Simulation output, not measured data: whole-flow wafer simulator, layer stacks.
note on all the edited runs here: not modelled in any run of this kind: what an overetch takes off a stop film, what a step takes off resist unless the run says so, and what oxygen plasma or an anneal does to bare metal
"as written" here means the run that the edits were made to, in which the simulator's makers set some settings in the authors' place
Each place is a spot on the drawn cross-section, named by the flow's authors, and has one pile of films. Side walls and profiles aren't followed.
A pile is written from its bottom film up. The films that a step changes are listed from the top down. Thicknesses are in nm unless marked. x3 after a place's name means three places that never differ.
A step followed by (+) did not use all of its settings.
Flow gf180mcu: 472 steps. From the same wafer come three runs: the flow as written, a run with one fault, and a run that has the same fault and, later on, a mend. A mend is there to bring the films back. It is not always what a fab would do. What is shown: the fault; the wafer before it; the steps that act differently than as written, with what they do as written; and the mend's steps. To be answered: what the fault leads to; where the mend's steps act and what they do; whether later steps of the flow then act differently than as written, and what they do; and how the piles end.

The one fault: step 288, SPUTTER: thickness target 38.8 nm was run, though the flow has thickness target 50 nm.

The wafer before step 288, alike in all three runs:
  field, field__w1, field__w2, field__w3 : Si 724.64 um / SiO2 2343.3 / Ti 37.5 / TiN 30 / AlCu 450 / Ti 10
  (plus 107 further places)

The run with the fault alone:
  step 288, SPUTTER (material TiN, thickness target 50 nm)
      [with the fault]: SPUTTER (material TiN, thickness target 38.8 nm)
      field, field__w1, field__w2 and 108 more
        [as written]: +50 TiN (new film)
        [with the fault]: +38.8 TiN (new film)
  Steps later in the flow that act otherwise than as written (not shown: 5 more steps that differ only slightly, by at most 2% or 0.5 nm, whichever is larger):
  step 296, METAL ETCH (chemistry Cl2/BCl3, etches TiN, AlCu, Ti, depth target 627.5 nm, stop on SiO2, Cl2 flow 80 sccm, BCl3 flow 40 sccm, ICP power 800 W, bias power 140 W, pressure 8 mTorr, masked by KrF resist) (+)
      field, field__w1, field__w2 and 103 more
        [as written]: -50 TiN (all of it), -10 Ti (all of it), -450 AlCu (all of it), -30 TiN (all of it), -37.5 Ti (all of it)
        [with the fault]: -38.8 TiN (all of it), -10 Ti (all of it), -450 AlCu (all of it), -30 TiN (all of it), -37.5 Ti (all of it)
  At field__w8, contact, m1, m1__w1, m1_nw, the piles at the end differ from the flow's by more than 2% or 0.5 nm, whichever is larger.
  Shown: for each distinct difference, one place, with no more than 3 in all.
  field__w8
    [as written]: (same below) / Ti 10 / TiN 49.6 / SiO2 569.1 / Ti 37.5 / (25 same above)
    [with the fault]: (same below) / Ti 10 / TiN 38.4 / SiO2 580.3 / Ti 37.5 / (25 same above)
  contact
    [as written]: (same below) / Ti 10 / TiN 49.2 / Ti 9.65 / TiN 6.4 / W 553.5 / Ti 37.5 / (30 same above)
    [with the fault]: (same below) / Ti 10 / TiN 38 / Ti 9.59 / TiN 6.36 / W 564.8 / Ti 37.5 / (30 same above)

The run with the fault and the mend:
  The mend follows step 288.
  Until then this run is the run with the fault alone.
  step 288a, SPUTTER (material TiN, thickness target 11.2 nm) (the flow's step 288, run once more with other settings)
      field, field__w1, field__w2 and 108 more
        +11.2 TiN
  None of the later steps of the flow acts differently than as written at any place that is followed.
  At every place that both follow, the piles at the end match the flow's.
